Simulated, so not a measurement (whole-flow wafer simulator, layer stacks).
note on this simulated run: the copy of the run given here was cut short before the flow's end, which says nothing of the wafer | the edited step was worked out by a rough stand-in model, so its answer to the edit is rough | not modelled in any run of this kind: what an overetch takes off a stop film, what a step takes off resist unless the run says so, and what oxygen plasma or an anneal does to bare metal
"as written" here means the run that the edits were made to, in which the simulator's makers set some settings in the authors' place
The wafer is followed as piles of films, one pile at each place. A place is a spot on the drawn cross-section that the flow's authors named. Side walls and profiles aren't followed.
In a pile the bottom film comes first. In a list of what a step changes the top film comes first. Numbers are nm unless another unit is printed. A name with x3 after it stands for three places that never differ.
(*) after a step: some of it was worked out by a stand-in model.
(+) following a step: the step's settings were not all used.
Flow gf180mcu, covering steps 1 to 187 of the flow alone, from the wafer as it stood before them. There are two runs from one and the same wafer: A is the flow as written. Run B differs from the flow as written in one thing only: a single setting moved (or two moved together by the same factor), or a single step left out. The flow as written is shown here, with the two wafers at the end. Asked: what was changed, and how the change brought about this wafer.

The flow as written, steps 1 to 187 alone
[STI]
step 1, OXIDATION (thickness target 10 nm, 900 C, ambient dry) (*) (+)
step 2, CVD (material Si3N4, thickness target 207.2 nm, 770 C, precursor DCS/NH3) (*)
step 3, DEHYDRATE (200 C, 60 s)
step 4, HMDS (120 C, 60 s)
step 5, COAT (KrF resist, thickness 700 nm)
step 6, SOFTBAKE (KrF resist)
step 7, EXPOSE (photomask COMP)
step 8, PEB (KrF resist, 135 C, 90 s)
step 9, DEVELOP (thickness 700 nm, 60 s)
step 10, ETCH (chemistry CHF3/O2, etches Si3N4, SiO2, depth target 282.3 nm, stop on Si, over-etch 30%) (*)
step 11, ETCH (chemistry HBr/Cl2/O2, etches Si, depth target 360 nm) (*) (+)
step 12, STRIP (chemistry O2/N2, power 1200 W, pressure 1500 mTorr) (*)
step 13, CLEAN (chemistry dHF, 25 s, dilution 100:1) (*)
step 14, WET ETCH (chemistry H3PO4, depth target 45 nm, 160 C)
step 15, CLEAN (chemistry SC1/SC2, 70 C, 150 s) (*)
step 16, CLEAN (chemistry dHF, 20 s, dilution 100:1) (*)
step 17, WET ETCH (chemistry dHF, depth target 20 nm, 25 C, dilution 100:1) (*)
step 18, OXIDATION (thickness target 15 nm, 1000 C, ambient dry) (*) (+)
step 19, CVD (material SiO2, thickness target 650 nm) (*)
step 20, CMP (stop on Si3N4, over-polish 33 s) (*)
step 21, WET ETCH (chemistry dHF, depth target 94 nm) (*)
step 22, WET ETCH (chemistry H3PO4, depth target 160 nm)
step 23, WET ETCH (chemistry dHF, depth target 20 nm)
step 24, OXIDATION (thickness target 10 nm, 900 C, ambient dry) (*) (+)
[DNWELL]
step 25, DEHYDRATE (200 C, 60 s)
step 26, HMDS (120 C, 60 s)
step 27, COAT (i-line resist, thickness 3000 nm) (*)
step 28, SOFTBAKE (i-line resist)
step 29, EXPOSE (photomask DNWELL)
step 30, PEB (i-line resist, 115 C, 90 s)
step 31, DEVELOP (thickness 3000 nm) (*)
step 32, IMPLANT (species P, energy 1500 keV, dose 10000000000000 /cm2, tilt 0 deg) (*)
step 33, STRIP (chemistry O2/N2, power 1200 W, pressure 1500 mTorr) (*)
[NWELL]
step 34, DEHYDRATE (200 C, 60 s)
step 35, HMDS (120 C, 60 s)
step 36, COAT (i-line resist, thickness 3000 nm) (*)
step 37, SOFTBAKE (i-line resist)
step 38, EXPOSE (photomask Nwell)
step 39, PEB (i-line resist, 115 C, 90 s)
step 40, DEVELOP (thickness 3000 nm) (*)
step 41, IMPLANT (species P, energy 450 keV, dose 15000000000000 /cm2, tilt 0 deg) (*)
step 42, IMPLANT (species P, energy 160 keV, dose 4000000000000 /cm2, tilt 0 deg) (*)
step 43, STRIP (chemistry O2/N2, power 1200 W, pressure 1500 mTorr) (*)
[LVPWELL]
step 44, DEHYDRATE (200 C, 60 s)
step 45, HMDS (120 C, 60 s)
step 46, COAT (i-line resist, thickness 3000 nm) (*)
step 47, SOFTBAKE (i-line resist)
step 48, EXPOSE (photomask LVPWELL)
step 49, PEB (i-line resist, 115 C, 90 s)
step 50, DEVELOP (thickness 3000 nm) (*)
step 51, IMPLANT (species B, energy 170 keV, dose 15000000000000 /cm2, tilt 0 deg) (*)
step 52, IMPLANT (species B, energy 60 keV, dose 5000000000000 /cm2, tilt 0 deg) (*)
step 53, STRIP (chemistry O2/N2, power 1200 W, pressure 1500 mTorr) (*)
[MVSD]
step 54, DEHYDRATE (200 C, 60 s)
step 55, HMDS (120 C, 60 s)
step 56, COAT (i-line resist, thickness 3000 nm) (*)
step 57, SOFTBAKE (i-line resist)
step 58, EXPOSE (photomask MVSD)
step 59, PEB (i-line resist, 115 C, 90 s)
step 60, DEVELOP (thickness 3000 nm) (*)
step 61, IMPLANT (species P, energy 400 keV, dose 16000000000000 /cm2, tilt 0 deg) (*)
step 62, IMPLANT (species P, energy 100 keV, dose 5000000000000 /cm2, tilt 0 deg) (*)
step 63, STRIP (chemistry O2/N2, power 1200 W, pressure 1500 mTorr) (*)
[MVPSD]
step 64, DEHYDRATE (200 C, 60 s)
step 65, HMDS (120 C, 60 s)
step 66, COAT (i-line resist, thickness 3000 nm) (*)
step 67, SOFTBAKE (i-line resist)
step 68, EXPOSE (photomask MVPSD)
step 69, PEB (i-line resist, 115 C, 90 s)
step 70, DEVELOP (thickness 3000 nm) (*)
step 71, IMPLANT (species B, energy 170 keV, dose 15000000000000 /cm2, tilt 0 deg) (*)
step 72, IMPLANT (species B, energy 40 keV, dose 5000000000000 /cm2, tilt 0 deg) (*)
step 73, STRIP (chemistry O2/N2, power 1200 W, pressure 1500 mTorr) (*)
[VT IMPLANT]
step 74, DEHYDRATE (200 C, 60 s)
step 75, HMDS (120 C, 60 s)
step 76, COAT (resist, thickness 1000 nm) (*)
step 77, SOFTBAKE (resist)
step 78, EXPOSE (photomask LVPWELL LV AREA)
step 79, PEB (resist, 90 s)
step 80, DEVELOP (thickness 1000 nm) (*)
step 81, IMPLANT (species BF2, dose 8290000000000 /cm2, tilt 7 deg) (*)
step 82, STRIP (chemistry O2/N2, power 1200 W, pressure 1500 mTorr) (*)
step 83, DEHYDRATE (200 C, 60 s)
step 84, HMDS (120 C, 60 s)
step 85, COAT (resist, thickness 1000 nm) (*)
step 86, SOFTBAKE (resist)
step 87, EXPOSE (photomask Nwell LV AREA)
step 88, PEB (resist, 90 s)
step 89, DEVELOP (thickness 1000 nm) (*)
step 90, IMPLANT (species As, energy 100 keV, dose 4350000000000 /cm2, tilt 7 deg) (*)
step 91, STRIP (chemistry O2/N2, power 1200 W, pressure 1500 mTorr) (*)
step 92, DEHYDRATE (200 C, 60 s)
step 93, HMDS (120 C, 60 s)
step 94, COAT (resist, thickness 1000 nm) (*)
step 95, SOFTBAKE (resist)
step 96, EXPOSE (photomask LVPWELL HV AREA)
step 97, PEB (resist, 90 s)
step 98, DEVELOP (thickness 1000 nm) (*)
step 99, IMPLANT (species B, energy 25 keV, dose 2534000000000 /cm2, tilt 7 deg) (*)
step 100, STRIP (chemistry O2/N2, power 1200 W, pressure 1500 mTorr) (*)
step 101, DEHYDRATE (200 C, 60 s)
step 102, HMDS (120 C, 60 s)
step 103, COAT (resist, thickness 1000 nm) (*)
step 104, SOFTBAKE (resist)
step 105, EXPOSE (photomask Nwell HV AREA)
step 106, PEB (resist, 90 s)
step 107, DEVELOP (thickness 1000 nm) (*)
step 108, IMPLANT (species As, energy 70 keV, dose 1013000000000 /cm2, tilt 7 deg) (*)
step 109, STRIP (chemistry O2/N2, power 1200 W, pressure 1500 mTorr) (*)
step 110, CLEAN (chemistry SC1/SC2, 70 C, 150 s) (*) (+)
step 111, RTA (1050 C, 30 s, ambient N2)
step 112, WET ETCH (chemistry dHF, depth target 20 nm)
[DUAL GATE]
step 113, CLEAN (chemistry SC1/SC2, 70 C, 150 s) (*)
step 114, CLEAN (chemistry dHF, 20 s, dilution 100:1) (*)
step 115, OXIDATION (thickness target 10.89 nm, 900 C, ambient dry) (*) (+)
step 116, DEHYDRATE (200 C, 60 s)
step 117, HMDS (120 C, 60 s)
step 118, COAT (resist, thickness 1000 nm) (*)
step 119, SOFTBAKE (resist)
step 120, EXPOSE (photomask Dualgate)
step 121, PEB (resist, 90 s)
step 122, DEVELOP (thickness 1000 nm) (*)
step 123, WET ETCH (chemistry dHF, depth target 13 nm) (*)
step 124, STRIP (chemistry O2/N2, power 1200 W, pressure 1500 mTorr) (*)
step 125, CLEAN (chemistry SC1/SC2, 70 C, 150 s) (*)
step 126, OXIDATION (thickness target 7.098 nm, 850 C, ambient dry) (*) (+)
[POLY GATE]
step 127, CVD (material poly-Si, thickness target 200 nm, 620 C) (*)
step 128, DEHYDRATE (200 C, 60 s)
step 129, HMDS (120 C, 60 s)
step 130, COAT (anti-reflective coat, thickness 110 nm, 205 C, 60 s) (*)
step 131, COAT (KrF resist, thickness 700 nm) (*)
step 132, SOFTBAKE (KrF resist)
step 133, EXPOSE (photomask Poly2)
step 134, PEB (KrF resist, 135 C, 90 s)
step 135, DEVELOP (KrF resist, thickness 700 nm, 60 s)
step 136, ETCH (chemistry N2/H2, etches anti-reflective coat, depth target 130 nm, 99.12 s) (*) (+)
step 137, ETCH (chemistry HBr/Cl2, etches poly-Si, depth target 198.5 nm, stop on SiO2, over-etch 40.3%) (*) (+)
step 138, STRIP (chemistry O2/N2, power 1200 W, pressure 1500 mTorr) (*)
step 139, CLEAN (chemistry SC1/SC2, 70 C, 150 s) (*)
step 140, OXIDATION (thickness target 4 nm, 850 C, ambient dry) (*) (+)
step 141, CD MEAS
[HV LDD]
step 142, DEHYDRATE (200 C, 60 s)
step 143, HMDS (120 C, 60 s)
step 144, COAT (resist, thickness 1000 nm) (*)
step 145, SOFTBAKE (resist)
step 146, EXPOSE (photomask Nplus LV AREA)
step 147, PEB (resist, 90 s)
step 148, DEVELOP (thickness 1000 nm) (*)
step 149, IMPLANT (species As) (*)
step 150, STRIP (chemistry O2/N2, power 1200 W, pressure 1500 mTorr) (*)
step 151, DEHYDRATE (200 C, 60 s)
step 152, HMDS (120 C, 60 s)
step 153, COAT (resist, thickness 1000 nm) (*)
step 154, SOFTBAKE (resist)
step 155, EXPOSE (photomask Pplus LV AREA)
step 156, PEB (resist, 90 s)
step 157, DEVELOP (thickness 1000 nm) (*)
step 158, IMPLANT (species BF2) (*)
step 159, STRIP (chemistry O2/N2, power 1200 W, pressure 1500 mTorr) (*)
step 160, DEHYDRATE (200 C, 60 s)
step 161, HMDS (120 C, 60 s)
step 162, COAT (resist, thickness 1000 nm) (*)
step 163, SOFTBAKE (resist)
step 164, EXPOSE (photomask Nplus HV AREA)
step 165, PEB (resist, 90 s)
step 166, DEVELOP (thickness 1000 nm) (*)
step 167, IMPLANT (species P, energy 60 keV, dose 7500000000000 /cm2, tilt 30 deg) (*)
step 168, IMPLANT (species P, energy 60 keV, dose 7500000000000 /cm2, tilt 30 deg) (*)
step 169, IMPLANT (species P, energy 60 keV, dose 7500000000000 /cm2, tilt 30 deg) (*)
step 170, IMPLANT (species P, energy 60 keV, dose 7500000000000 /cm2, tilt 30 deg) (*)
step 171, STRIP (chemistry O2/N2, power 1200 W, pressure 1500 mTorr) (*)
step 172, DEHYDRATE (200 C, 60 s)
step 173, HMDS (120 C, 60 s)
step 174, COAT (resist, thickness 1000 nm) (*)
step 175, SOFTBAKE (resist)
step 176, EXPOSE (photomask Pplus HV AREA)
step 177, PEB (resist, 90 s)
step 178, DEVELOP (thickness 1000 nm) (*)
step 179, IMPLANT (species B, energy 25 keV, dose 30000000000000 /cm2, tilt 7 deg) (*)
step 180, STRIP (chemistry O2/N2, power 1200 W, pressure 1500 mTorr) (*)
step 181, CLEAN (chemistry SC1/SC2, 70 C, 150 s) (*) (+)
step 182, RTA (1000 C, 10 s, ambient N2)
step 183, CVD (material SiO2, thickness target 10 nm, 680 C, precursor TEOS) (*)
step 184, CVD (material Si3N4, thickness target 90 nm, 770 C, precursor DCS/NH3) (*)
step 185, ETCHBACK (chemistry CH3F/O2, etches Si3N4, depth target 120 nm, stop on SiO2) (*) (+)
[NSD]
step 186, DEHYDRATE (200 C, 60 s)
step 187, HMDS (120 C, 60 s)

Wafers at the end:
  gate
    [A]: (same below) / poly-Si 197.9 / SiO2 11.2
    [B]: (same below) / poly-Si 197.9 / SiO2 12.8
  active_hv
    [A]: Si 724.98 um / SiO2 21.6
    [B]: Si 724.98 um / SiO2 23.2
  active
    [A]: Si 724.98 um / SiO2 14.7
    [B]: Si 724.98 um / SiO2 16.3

What caused this: step 183, CVD: thickness target 11.6 nm was run, whereas the flow has thickness target 10 nm.

How this came from the change, step by step:
  step 183, CVD (material SiO2, thickness target 10 nm, 680 C, precursor TEOS) (*)
      field, field__w1, field__w2 and 99 more: A +10 SiO2 | B +11.6 SiO2
      ld_drift_p: A +9.87 SiO2 | B +11.4 SiO2
      (and at 1 other place as well)
